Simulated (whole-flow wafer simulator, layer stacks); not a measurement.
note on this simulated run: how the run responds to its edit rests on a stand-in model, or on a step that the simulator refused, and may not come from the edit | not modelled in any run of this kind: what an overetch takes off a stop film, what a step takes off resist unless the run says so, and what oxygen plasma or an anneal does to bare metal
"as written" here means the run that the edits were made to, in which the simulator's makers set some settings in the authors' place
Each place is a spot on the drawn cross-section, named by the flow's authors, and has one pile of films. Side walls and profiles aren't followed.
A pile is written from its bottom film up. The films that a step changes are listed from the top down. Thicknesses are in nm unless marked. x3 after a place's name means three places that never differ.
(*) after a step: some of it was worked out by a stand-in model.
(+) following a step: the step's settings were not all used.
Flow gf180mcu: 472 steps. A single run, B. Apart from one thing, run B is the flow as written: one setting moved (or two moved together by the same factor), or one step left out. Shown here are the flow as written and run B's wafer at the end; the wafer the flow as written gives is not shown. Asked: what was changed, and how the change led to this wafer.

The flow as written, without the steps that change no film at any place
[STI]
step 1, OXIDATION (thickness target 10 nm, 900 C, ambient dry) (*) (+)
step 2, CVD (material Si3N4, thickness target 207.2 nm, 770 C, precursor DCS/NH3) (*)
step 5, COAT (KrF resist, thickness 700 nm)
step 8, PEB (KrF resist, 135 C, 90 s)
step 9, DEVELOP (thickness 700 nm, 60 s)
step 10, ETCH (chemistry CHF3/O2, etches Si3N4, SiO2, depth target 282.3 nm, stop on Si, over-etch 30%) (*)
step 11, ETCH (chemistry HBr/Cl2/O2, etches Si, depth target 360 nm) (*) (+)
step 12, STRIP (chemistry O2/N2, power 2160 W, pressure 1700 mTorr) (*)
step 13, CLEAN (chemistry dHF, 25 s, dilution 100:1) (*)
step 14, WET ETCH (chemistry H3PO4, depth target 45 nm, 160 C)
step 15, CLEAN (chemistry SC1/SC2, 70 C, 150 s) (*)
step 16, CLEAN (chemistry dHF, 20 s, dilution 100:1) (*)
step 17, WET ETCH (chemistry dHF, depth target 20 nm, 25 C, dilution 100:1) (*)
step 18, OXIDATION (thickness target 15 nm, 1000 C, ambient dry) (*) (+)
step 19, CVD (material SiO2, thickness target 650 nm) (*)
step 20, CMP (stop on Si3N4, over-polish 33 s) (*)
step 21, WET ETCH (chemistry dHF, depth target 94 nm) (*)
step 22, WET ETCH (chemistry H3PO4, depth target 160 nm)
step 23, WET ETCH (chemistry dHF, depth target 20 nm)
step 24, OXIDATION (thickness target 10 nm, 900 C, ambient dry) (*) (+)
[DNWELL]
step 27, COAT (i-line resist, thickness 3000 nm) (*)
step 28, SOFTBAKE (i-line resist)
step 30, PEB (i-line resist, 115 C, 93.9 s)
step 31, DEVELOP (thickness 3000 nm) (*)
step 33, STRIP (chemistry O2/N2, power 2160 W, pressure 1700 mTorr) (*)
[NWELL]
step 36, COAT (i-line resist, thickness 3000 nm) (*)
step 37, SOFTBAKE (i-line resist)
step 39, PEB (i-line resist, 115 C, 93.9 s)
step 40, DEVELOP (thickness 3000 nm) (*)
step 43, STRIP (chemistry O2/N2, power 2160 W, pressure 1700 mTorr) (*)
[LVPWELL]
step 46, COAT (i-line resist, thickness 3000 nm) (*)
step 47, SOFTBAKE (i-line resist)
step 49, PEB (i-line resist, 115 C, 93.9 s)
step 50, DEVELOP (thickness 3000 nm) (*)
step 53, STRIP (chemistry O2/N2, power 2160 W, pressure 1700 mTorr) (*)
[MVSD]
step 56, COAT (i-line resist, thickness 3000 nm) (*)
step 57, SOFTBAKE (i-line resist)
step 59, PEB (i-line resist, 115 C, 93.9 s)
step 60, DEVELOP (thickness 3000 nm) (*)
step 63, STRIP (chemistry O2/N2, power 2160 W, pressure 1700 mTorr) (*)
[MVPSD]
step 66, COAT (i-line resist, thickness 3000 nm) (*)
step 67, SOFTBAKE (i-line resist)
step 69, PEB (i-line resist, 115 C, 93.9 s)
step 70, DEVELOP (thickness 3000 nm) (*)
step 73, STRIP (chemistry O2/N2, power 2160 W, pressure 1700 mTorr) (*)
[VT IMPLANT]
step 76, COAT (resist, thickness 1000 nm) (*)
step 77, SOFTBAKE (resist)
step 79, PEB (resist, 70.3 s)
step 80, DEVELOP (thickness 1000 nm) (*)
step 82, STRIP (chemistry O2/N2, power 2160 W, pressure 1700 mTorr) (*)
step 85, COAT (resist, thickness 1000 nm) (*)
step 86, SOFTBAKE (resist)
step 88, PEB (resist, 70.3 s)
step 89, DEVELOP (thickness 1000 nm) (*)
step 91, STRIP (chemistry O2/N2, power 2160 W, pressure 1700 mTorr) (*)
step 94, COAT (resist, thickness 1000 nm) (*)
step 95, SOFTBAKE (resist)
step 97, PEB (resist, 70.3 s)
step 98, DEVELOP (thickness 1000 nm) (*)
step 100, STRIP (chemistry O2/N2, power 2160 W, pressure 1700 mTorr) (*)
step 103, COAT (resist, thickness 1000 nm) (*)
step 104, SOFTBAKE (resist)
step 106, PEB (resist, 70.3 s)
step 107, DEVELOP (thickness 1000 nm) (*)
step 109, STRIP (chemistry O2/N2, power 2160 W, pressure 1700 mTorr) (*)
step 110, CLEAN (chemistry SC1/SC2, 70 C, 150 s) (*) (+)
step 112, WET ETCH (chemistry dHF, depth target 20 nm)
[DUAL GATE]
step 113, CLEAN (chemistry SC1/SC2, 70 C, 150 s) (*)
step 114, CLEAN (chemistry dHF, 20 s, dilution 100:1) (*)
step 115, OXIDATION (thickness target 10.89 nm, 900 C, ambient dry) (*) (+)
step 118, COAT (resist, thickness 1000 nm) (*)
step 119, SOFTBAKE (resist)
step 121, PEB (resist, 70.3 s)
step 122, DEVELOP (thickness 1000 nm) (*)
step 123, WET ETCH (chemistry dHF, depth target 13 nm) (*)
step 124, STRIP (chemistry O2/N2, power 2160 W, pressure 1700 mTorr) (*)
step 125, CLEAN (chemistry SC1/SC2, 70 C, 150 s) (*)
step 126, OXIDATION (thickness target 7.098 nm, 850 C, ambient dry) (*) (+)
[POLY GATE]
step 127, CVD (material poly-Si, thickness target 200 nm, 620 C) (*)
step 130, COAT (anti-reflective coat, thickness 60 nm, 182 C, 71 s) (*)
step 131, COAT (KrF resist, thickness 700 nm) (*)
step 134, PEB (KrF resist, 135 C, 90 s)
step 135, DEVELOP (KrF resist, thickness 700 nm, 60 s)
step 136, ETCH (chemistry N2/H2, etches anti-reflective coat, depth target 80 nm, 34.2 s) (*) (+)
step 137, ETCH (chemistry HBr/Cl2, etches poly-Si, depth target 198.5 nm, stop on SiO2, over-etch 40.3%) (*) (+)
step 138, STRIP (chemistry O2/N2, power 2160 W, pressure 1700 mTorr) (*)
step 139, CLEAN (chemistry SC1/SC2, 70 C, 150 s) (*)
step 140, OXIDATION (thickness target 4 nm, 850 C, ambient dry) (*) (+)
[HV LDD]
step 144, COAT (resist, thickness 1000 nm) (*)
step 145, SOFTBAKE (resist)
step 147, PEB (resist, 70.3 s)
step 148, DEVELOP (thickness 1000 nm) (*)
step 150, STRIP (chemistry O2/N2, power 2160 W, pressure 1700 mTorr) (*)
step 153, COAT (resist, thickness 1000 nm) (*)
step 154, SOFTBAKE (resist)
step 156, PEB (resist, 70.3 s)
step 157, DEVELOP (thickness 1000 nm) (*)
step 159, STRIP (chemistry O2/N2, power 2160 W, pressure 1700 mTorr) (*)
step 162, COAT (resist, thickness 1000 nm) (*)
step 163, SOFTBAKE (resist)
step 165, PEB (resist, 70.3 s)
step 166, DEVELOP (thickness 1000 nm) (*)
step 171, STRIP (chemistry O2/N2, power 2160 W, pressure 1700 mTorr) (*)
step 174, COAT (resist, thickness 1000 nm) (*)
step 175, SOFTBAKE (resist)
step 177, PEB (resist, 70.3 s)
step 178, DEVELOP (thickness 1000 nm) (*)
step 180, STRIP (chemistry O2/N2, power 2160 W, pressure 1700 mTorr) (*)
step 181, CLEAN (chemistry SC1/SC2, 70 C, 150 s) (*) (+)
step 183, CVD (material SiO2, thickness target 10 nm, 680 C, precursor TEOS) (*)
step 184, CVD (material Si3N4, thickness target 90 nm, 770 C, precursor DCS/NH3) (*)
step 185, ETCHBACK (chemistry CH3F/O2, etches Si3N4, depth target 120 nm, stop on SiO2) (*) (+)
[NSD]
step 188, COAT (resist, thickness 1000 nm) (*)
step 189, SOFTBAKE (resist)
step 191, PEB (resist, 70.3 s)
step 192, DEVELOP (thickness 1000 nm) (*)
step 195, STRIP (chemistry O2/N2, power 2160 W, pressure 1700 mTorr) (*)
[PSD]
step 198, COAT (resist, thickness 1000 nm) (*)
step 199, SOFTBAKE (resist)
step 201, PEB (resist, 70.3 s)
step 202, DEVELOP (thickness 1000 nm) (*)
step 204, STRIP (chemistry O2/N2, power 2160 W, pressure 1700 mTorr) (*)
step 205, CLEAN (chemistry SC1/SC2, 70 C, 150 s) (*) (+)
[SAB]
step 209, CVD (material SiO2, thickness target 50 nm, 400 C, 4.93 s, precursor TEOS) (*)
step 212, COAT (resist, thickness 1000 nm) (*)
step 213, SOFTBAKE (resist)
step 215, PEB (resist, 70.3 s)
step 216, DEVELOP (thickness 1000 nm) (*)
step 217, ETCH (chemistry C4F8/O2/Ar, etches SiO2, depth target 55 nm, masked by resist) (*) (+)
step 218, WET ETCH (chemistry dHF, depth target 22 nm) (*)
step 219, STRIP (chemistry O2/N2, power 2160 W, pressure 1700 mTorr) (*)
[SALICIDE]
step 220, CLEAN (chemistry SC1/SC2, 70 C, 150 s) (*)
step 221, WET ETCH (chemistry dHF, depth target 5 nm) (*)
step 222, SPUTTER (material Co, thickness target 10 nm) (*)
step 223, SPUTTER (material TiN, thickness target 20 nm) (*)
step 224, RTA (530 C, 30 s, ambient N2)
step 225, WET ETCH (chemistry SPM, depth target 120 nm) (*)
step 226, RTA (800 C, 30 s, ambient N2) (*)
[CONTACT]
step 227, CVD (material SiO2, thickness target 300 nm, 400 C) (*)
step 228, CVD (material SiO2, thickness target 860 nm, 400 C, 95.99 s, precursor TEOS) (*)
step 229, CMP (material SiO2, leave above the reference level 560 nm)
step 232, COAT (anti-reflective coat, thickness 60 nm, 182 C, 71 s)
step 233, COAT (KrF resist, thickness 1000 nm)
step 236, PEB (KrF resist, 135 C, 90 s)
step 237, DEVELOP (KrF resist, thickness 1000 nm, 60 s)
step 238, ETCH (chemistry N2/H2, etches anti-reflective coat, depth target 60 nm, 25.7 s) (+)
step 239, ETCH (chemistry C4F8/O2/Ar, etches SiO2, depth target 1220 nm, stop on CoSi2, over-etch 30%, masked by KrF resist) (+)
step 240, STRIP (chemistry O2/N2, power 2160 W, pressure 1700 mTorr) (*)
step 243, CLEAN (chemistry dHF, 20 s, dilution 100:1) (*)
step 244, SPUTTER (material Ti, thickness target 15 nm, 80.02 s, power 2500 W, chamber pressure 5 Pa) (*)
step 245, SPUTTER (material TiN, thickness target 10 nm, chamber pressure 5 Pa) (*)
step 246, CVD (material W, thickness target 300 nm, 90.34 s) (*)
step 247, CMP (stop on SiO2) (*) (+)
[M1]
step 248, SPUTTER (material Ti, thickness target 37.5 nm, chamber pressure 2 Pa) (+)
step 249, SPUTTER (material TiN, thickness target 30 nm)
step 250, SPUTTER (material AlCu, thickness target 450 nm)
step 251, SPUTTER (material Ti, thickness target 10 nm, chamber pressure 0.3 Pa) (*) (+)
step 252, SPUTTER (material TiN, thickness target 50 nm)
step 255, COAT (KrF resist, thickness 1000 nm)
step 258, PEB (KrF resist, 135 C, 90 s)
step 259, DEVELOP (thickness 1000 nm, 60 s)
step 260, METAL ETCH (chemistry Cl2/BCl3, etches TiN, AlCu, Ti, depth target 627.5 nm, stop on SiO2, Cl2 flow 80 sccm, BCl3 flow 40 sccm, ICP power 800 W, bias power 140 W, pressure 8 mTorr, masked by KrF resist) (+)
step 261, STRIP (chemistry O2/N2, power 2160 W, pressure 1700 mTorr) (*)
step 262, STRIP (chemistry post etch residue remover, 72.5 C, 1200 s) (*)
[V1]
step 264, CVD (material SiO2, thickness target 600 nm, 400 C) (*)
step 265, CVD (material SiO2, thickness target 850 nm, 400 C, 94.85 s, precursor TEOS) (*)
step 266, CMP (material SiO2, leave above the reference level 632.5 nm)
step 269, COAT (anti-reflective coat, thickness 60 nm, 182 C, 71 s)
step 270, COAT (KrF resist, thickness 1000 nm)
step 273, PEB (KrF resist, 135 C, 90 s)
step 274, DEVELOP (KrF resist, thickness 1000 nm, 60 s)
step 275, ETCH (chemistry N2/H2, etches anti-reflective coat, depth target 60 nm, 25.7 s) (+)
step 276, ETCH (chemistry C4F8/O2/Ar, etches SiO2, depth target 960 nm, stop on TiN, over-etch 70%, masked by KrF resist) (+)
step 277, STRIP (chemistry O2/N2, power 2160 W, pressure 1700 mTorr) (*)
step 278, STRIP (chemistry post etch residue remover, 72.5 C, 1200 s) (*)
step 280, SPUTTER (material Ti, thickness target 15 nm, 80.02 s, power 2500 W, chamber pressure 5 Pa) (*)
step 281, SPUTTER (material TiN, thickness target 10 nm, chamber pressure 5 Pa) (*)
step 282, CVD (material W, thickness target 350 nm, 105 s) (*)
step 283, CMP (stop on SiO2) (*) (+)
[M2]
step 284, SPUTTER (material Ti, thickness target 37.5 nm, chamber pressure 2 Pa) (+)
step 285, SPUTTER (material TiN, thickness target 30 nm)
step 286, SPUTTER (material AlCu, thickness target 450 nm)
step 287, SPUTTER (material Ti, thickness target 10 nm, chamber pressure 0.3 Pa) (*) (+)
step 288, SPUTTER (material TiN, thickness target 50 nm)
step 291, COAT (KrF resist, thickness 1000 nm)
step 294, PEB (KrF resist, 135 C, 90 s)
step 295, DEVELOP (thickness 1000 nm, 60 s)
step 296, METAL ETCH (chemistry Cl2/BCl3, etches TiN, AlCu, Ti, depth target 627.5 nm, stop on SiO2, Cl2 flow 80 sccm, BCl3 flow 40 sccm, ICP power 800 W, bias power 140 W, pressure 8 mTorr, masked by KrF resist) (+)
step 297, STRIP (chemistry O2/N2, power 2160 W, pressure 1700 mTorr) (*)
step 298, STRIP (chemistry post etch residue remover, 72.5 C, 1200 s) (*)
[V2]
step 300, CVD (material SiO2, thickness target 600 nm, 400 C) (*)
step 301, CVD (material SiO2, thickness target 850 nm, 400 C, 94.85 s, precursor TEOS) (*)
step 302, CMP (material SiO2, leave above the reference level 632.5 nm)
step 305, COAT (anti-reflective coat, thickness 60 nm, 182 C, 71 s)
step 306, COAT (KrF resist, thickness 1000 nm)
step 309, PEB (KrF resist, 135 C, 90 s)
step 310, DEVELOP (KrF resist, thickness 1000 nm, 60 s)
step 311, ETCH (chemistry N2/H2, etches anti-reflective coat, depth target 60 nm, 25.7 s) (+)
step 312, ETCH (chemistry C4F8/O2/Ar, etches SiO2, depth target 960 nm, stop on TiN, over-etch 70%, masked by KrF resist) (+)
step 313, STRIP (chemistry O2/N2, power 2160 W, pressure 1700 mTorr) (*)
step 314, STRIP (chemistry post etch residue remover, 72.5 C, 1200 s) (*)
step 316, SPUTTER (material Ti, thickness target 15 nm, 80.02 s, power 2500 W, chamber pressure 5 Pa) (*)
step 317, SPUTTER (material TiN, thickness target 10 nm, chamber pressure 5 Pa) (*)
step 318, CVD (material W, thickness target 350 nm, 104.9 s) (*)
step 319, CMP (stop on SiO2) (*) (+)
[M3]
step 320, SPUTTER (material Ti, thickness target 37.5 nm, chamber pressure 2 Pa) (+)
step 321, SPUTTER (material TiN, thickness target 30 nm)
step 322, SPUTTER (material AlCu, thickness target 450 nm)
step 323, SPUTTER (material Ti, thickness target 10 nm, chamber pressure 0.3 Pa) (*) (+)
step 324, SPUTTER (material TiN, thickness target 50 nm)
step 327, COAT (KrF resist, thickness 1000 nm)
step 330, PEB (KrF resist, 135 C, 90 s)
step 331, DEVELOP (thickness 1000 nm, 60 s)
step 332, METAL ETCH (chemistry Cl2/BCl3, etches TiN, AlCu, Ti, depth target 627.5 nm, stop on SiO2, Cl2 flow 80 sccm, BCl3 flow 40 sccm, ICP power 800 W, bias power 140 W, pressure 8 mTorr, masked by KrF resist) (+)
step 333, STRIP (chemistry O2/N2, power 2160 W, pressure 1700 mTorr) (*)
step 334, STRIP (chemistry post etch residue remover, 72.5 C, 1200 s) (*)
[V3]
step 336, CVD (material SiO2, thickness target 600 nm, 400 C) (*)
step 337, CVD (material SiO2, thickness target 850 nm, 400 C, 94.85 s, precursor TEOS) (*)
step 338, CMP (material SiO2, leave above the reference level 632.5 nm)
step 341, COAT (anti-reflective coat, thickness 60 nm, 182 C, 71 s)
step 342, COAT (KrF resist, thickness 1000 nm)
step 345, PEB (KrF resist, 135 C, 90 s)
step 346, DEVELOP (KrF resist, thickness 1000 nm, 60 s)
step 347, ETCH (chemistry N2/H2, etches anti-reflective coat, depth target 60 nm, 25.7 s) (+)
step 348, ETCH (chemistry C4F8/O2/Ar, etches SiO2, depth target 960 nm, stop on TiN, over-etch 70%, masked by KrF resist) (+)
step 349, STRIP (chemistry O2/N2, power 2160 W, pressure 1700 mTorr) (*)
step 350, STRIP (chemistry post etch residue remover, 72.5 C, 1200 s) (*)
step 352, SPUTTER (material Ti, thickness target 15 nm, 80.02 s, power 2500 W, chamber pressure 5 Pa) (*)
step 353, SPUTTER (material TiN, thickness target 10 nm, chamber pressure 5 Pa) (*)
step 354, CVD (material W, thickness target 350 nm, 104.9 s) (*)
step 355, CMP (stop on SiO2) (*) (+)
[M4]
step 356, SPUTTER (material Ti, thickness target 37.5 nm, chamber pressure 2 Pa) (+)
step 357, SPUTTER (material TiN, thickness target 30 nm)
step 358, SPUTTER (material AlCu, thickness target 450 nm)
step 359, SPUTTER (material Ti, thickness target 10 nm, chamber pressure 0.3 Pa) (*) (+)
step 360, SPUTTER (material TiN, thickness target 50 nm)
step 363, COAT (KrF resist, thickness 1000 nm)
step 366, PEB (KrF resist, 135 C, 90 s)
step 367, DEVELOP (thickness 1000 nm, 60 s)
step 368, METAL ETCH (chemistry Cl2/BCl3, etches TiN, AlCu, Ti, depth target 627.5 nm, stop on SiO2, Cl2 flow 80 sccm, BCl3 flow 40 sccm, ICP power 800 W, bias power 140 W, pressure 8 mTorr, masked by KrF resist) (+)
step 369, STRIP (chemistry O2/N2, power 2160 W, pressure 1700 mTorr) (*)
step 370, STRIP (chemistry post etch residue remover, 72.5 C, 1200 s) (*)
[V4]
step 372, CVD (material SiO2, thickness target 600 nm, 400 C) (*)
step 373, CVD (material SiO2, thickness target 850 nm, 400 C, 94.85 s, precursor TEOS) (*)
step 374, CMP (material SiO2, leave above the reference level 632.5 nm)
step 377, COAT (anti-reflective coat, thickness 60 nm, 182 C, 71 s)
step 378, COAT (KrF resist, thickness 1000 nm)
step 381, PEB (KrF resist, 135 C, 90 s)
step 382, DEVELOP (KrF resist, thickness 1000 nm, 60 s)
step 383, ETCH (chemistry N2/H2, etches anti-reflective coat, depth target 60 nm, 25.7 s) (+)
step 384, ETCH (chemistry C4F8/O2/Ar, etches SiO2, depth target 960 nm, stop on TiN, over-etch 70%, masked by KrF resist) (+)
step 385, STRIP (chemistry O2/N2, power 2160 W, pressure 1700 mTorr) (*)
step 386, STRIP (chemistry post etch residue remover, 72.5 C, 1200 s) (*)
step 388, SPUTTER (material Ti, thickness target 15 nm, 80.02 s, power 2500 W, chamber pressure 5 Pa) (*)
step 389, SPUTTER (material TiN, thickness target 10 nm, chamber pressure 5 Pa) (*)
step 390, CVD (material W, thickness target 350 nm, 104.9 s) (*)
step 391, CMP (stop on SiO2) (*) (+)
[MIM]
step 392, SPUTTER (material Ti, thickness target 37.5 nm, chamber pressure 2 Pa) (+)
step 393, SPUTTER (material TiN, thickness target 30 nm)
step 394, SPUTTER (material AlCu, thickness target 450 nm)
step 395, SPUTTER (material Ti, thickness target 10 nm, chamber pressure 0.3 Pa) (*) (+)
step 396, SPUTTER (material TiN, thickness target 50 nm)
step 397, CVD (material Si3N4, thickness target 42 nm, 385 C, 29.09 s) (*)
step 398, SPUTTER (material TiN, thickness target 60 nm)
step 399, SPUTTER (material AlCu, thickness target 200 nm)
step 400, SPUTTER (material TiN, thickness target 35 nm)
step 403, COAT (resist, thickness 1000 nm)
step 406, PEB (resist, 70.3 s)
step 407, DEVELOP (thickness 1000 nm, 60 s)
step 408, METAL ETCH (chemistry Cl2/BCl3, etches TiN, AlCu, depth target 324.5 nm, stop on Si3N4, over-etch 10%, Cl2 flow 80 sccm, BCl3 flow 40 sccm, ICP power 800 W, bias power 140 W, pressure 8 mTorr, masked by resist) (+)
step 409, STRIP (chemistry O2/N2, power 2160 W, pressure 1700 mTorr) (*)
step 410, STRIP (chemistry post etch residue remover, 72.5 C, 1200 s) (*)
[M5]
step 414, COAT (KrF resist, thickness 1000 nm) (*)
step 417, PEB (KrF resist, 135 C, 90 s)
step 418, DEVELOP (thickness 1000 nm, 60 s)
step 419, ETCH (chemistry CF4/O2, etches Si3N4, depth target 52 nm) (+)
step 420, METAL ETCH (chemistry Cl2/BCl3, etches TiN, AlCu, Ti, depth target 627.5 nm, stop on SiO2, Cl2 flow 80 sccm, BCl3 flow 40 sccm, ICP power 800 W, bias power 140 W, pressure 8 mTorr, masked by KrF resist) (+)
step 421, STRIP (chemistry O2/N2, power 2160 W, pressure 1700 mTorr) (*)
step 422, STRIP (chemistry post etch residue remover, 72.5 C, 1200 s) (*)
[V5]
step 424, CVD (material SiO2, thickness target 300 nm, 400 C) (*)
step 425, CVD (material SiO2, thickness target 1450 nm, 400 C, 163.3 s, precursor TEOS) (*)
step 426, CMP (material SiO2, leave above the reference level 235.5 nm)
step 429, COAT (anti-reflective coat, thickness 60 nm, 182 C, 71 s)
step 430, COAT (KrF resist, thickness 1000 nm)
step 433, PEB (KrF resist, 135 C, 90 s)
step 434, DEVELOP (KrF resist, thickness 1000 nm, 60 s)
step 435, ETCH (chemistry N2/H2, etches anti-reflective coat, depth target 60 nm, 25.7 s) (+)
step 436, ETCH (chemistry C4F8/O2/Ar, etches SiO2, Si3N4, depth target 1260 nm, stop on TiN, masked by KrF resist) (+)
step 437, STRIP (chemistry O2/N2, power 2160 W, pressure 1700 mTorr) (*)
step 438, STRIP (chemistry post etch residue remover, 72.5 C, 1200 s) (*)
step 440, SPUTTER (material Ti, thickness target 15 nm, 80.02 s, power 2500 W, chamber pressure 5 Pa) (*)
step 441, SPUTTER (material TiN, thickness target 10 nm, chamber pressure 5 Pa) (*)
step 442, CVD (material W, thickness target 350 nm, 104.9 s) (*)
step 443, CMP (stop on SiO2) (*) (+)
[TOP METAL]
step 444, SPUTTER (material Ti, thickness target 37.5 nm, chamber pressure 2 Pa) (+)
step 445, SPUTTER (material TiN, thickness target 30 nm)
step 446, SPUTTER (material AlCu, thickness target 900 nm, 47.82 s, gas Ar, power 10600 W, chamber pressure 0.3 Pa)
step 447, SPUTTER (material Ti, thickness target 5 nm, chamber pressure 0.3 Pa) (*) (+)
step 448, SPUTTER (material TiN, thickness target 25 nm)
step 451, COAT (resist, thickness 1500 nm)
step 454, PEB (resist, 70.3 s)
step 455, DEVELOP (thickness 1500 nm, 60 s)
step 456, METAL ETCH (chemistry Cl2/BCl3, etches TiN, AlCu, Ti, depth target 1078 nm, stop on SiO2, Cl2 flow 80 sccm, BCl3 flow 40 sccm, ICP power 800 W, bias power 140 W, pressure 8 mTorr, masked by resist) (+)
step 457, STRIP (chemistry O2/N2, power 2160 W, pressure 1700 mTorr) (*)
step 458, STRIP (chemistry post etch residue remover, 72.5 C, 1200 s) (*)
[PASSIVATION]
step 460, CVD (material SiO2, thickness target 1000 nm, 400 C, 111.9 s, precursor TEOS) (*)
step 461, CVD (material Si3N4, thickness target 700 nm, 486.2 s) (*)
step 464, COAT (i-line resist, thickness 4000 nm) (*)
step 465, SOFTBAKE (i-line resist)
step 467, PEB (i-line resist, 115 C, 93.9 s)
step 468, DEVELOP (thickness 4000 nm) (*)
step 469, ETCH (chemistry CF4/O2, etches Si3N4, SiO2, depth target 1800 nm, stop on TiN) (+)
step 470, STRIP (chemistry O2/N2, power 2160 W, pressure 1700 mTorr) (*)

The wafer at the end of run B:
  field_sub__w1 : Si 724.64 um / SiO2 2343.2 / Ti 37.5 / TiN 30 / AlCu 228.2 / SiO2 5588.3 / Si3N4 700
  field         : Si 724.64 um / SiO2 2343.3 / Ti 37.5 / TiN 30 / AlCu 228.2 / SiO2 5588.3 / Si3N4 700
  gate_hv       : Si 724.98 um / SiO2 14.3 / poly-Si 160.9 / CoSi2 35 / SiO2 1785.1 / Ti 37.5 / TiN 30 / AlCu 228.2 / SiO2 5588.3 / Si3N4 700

Cause: step 296, METAL ETCH: depth target 276.1 nm was run, whereas the flow has depth target 627.5 nm.

Step by step, how the change led to this:
  step 296, METAL ETCH (chemistry Cl2/BCl3, etches TiN, AlCu, Ti, depth target 627.5 nm, stop on SiO2, Cl2 flow 80 sccm, BCl3 flow 40 sccm, ICP power 800 W, bias power 140 W, pressure 8 mTorr, masked by KrF resist) (+)
      field, field__w1, field__w2 and 103 more: TiN loses 50 (all of it), Ti loses 10 (all of it), AlCu loses 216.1 (as written it would have been: TiN loses 50 (all of it), Ti loses 10 (all of it), AlCu loses 450 (all of it), TiN loses 30 (all of it), Ti loses 37.5 (all of it))
      field__w8, contact, m1, m1__w1, m1_nw: KrF resist loses 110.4 (as written it would have been: KrF resist loses 251)
  step 297, STRIP (chemistry O2/N2, power 2160 W, pressure 1700 mTorr) (*)
      field__w8, contact, m1, m1__w1, m1_nw: KrF resist loses 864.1 (all of it) (as written it would have been: KrF resist loses 723.5 (all of it))
  step 298, STRIP (chemistry post etch residue remover, 72.5 C, 1200 s) (*)
      field, field__w1, field__w2 and 103 more: AlCu loses 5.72 (as written it would have been: nothing)
  step 300, CVD (material SiO2, thickness target 600 nm, 400 C) (*)
      field, field__w1, field__w2 and 103 more: SiO2 gains 600 (new film) (as written it would have been: SiO2 gains 600)
  step 302, CMP (material SiO2, leave above the reference level 632.5 nm)
      field, field__w1, field__w2 and 103 more: SiO2 loses 595.7 (as written it would have been: SiO2 loses 300)
Taking metal films that touch as one body, field_sub__w1 has 1 body; the flow as written gives 0 bodies.
Taking metal films that touch as one body, field has 1 body; the flow as written gives 0 bodies.
Taking metal films that touch as one body, gate_hv has 2 bodies (between them, from the top down: SiO2 1785.1); the flow as written gives 1 body.
